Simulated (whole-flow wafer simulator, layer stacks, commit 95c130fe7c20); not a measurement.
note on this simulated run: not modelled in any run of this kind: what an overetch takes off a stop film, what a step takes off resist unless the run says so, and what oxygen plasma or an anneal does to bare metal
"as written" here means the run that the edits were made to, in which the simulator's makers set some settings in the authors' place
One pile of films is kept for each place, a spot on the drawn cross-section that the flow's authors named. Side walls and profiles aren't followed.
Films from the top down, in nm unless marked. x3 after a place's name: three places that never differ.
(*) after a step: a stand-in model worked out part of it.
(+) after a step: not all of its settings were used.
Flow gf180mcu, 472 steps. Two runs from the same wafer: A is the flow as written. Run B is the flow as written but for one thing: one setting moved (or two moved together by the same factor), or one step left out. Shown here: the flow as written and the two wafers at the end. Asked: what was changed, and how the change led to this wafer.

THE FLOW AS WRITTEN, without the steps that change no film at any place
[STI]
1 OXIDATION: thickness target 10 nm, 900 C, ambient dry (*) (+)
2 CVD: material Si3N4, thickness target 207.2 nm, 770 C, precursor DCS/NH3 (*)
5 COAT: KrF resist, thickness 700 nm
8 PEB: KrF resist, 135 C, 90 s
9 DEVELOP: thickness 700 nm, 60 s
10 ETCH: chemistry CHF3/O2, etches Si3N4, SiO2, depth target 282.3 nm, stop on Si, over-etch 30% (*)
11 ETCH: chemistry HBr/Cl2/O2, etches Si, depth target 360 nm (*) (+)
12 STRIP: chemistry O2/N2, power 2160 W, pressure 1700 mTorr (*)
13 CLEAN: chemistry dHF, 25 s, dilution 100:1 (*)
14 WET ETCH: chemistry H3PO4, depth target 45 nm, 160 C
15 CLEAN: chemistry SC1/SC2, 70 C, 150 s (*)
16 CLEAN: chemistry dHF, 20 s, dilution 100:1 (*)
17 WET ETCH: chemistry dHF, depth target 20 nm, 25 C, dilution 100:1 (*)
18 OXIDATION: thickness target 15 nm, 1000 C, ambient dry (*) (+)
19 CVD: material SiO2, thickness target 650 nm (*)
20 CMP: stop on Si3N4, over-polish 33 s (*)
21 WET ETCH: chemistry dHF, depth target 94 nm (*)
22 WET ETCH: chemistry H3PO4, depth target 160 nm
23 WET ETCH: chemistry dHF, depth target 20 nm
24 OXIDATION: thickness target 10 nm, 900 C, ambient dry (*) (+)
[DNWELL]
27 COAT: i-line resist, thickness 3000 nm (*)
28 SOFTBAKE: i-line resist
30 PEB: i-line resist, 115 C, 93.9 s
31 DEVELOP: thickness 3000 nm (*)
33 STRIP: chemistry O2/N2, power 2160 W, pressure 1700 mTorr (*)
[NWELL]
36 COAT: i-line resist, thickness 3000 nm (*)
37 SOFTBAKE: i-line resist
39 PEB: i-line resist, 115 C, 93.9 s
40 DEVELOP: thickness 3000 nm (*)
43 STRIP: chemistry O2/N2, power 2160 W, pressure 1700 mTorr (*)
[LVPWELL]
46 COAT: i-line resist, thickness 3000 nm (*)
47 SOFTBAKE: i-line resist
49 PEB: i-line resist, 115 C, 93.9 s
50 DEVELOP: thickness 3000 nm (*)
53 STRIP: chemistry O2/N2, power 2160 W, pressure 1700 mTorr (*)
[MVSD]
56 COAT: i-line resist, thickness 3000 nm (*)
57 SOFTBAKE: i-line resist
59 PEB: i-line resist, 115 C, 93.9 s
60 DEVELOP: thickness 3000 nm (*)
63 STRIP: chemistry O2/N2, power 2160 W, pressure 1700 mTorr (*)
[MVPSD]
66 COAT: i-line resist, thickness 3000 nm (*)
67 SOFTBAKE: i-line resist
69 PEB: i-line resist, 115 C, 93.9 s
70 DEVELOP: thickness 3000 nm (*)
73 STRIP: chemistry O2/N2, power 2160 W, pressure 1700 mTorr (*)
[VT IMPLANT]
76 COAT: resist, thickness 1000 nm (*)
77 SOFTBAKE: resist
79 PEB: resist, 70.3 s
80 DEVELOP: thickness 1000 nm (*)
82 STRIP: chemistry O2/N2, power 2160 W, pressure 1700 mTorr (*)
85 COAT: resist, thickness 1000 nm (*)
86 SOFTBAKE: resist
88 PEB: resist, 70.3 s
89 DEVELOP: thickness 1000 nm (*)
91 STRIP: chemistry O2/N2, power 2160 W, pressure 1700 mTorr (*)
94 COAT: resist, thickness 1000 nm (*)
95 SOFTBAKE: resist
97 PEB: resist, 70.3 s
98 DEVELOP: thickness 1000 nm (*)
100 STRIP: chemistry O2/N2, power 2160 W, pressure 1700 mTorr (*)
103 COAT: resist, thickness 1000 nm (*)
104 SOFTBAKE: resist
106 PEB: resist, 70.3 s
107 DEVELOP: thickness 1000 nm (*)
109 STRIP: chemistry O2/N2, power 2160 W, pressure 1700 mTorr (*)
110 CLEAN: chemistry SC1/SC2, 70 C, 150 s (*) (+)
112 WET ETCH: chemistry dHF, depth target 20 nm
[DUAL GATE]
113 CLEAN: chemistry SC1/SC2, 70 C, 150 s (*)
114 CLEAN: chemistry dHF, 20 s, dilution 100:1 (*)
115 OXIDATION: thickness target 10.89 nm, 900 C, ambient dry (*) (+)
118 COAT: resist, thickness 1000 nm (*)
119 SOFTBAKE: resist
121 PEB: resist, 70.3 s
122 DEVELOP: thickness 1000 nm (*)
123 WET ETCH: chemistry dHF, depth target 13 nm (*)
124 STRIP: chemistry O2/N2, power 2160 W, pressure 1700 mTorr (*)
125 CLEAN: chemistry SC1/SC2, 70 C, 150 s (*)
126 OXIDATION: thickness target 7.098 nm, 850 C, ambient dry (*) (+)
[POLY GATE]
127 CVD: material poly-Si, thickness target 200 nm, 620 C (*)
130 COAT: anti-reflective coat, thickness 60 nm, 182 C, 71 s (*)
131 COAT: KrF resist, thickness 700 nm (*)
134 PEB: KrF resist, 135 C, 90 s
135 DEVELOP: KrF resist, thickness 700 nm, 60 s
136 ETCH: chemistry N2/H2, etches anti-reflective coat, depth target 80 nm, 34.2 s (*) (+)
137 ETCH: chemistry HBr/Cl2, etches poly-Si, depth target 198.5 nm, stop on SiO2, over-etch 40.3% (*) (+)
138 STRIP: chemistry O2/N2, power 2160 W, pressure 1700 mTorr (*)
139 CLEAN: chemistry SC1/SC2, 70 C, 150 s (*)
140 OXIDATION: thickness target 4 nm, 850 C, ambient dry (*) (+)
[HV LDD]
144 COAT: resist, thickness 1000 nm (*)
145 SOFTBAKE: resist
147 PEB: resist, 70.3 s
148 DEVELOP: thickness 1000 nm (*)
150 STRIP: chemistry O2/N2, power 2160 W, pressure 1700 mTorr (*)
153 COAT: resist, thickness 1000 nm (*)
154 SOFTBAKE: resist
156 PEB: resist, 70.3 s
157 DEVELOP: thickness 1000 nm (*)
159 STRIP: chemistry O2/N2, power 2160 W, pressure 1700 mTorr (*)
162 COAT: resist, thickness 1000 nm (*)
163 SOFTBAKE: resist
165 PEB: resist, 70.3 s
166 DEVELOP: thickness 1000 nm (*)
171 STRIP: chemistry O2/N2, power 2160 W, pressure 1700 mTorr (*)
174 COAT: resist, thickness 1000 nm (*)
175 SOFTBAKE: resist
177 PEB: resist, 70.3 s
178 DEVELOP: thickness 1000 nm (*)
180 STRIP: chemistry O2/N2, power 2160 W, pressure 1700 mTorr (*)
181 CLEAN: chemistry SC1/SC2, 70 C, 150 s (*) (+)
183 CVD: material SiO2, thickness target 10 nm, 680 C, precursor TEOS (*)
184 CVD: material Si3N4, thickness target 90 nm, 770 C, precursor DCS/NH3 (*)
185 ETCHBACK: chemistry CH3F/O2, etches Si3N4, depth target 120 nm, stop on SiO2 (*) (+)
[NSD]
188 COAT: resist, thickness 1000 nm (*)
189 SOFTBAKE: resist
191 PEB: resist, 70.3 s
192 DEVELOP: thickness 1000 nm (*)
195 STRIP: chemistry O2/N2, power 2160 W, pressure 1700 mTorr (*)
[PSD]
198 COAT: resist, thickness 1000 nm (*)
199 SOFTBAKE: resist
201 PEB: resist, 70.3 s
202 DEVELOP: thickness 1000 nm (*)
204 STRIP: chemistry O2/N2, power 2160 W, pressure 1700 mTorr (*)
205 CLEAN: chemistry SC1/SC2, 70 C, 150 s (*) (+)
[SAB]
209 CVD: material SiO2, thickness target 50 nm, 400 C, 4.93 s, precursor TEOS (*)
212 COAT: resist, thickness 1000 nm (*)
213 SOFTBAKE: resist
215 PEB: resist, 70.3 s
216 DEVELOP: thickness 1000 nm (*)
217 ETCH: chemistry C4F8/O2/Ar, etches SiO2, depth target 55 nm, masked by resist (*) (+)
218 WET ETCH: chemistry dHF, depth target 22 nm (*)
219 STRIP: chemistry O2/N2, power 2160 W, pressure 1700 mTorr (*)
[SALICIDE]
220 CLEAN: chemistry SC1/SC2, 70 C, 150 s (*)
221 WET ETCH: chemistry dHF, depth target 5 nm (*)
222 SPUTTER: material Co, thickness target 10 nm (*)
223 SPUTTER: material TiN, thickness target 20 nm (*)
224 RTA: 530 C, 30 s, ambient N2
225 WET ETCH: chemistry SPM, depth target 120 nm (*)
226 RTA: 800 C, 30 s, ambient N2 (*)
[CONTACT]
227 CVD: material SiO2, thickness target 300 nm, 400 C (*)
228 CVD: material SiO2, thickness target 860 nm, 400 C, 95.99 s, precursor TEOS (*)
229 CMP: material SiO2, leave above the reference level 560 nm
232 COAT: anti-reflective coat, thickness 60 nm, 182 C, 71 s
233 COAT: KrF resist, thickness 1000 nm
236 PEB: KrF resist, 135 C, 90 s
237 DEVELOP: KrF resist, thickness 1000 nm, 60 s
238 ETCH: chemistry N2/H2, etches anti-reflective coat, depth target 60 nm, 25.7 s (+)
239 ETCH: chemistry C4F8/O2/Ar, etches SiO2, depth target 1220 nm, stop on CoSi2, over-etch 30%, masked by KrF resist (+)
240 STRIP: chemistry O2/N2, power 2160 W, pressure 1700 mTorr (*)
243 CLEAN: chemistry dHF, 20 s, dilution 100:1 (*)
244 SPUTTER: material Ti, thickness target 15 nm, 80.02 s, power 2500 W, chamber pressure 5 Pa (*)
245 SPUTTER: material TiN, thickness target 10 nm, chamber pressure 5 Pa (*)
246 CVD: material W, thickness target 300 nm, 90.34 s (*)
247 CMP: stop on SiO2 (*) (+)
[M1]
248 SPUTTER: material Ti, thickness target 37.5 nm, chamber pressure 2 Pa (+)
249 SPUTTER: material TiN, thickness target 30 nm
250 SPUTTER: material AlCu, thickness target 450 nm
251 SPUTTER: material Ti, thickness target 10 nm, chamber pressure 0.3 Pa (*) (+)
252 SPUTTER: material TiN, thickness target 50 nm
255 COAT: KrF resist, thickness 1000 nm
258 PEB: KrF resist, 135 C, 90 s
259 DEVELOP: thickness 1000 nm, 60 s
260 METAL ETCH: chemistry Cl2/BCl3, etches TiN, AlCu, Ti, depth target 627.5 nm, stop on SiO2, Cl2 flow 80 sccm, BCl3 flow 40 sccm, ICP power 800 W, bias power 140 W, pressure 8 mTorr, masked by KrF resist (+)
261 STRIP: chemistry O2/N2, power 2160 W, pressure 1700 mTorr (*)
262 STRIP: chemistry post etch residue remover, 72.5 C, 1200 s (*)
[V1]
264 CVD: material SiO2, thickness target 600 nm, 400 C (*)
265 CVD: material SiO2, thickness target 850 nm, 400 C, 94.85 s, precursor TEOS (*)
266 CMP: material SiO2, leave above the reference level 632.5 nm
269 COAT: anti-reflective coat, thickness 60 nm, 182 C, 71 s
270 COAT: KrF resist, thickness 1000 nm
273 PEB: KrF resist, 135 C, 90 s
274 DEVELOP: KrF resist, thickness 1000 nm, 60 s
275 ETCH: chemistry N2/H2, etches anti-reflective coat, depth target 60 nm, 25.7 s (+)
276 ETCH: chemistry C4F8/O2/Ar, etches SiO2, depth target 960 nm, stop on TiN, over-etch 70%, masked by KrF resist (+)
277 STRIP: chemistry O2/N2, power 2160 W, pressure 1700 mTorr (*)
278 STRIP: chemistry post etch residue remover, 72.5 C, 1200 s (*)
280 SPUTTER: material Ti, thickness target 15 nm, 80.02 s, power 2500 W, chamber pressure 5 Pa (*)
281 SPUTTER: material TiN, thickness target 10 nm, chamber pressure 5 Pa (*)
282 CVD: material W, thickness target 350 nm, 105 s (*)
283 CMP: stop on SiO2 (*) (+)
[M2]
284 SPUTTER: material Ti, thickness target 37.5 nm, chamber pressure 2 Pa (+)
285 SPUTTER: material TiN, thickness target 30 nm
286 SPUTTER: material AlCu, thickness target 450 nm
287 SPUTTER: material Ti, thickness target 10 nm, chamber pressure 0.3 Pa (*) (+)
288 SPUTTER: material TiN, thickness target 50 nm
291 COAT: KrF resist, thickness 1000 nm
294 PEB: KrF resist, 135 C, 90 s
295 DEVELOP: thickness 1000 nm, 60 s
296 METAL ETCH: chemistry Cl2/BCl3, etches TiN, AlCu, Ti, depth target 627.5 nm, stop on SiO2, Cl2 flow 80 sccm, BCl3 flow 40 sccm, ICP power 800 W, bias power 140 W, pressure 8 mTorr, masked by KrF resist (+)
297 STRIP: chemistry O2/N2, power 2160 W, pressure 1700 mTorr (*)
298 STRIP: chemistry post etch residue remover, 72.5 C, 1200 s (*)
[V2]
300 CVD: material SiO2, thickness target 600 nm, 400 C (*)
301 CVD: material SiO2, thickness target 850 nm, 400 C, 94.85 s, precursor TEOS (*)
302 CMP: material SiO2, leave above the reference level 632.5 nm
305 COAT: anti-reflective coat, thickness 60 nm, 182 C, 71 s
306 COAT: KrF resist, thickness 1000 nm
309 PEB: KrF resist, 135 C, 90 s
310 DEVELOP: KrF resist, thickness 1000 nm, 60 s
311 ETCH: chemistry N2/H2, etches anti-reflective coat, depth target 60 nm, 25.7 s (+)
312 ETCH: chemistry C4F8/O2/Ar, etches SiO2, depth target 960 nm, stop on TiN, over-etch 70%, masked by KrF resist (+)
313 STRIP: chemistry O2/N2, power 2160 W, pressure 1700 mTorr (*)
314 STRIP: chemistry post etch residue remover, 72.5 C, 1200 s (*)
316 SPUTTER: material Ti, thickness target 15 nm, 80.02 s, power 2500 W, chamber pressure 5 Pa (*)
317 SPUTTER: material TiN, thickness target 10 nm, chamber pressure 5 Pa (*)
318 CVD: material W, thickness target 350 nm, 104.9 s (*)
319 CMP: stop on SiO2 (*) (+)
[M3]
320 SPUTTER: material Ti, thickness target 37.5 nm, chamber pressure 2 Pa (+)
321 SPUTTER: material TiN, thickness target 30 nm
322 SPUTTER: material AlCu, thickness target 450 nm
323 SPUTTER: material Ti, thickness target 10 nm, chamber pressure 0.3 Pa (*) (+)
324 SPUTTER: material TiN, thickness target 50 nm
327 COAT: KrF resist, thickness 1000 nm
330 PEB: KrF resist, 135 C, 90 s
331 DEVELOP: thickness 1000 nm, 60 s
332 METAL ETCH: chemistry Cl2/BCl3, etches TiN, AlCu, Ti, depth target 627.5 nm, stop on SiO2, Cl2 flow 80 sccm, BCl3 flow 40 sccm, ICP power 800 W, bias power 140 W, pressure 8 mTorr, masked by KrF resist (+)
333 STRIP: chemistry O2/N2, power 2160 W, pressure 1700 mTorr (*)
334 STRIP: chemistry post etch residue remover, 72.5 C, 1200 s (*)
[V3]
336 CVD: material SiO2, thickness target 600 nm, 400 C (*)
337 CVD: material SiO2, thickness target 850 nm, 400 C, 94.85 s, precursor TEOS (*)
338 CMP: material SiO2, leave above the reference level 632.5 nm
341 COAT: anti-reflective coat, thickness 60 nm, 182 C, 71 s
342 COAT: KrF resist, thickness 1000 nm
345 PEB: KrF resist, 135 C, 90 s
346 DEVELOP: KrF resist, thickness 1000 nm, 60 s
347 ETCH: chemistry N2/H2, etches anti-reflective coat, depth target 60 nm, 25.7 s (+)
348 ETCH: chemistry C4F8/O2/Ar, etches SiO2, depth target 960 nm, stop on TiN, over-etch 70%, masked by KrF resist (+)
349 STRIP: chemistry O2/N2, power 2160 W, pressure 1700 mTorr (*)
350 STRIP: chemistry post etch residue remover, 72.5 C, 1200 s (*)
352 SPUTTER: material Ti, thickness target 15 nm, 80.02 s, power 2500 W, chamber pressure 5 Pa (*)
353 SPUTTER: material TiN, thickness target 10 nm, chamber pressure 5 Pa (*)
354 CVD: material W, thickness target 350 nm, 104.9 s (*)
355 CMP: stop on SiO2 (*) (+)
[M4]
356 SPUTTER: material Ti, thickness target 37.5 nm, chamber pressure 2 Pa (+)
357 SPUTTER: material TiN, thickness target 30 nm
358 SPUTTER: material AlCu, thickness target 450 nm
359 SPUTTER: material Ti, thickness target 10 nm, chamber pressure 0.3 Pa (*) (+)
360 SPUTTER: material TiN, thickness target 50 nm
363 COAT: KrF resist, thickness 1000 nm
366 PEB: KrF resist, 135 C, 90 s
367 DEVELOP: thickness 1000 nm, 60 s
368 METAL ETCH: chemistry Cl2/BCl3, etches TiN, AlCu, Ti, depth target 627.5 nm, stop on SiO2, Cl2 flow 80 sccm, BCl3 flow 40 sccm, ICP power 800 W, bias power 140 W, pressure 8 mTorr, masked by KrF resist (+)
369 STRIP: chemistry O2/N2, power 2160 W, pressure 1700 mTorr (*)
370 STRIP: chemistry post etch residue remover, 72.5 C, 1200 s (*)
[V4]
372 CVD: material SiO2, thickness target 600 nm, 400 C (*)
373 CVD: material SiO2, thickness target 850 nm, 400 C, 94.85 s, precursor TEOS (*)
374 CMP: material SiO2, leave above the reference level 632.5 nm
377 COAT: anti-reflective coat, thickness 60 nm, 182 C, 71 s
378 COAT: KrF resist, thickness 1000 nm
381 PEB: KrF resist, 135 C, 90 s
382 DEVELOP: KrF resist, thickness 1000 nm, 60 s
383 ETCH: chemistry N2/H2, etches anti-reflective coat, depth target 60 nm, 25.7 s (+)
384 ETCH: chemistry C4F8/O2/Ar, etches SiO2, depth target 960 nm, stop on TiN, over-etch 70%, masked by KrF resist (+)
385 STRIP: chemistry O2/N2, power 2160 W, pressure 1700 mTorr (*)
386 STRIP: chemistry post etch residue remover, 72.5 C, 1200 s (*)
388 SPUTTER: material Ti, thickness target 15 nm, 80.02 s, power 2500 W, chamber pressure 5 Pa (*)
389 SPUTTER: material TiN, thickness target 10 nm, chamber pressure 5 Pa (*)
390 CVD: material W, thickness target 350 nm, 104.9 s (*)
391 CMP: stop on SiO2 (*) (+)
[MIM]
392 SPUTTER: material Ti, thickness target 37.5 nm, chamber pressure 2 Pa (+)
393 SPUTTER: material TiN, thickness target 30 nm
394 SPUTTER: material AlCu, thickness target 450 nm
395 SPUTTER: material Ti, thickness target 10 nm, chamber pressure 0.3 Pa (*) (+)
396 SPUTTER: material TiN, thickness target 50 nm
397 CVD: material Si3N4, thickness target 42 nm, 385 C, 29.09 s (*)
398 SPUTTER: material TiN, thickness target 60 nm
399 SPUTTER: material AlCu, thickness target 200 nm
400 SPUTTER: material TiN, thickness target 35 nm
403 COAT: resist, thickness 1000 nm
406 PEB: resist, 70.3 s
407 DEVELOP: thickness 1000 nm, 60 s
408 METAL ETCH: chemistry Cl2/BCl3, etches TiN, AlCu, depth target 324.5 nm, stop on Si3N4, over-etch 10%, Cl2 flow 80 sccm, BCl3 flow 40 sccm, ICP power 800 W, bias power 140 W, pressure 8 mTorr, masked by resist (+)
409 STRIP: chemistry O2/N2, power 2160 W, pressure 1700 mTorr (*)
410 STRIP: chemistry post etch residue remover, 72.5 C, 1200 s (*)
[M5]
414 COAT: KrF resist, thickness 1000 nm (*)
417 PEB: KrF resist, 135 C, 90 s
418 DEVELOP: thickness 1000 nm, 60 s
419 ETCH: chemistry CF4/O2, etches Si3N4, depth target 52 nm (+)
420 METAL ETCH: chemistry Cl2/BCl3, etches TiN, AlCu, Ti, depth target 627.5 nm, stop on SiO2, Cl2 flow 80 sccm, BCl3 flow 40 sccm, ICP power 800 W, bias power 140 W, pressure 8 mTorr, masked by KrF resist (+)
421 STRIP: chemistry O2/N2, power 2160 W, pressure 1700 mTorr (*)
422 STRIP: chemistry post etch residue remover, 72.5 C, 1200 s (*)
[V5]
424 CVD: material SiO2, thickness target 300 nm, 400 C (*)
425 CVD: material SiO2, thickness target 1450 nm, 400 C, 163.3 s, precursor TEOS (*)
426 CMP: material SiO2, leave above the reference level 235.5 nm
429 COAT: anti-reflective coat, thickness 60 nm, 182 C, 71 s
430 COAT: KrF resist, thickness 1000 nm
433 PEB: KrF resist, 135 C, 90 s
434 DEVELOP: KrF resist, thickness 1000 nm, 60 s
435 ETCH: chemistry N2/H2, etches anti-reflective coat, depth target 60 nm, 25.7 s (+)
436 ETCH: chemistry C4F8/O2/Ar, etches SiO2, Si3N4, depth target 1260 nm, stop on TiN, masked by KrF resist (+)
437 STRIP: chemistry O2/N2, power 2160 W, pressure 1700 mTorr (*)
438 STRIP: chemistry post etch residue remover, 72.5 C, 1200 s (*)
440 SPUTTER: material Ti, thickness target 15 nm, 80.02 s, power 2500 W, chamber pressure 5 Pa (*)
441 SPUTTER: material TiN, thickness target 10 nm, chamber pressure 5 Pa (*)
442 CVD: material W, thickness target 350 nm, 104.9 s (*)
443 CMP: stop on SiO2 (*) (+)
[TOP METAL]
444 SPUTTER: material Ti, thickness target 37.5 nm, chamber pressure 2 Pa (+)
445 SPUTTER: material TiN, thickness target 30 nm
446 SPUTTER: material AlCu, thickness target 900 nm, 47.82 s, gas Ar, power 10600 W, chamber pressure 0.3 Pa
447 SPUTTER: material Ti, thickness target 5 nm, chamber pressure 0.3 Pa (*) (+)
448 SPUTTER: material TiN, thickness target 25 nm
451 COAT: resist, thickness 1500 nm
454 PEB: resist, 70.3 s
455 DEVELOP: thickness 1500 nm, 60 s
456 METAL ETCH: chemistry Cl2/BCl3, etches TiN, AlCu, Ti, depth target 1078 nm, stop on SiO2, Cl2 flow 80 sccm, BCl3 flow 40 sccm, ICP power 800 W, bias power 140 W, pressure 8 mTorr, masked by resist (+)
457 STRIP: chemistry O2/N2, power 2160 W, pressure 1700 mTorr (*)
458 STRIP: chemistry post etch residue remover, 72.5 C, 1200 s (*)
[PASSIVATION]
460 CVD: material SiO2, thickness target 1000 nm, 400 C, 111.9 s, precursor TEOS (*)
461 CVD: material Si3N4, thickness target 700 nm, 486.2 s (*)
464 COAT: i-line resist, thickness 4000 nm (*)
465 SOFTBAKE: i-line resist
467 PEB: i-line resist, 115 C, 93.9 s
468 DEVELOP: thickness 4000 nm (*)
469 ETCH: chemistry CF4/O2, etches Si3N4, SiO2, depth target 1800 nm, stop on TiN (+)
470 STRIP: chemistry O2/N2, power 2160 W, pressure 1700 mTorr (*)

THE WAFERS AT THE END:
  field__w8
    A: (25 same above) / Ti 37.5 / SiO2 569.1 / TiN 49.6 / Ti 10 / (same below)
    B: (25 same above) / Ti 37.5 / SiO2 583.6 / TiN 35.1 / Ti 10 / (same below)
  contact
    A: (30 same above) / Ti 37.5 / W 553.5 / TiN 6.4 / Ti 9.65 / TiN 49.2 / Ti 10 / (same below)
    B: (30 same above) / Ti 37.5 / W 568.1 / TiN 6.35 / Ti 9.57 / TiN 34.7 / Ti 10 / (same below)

The cause: step 288, SPUTTER: thickness target 35.5 nm was run, where the flow has thickness target 50 nm.

How the change led to this, step by step:
  288 SPUTTER: material TiN, thickness target 50 nm
      field, field__w1, field__w2 and 108 more: A TiN +50 (new film) | B TiN +35.5 (new film)
  296 METAL ETCH: chemistry Cl2/BCl3, etches TiN, AlCu, Ti, depth target 627.5 nm, stop on SiO2, Cl2 flow 80 sccm, BCl3 flow 40 sccm, ICP power 800 W, bias power 140 W, pressure 8 mTorr, masked by KrF resist (+)
      field, field__w1, field__w2 and 103 more: A TiN -50 (all of it), Ti -10 (all of it), AlCu -450 (all of it), TiN -30 (all of it), Ti -37.5 (all of it) | B TiN -35.5 (all of it), Ti -10 (all of it), AlCu -450 (all of it), TiN -30 (all of it), Ti -37.5 (all of it)
  312 ETCH: chemistry C4F8/O2/Ar, etches SiO2, depth target 960 nm, stop on TiN, over-etch 70%, masked by KrF resist (+)
      contact: A SiO2 -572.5 (all of it) | B SiO2 -587 (all of it)
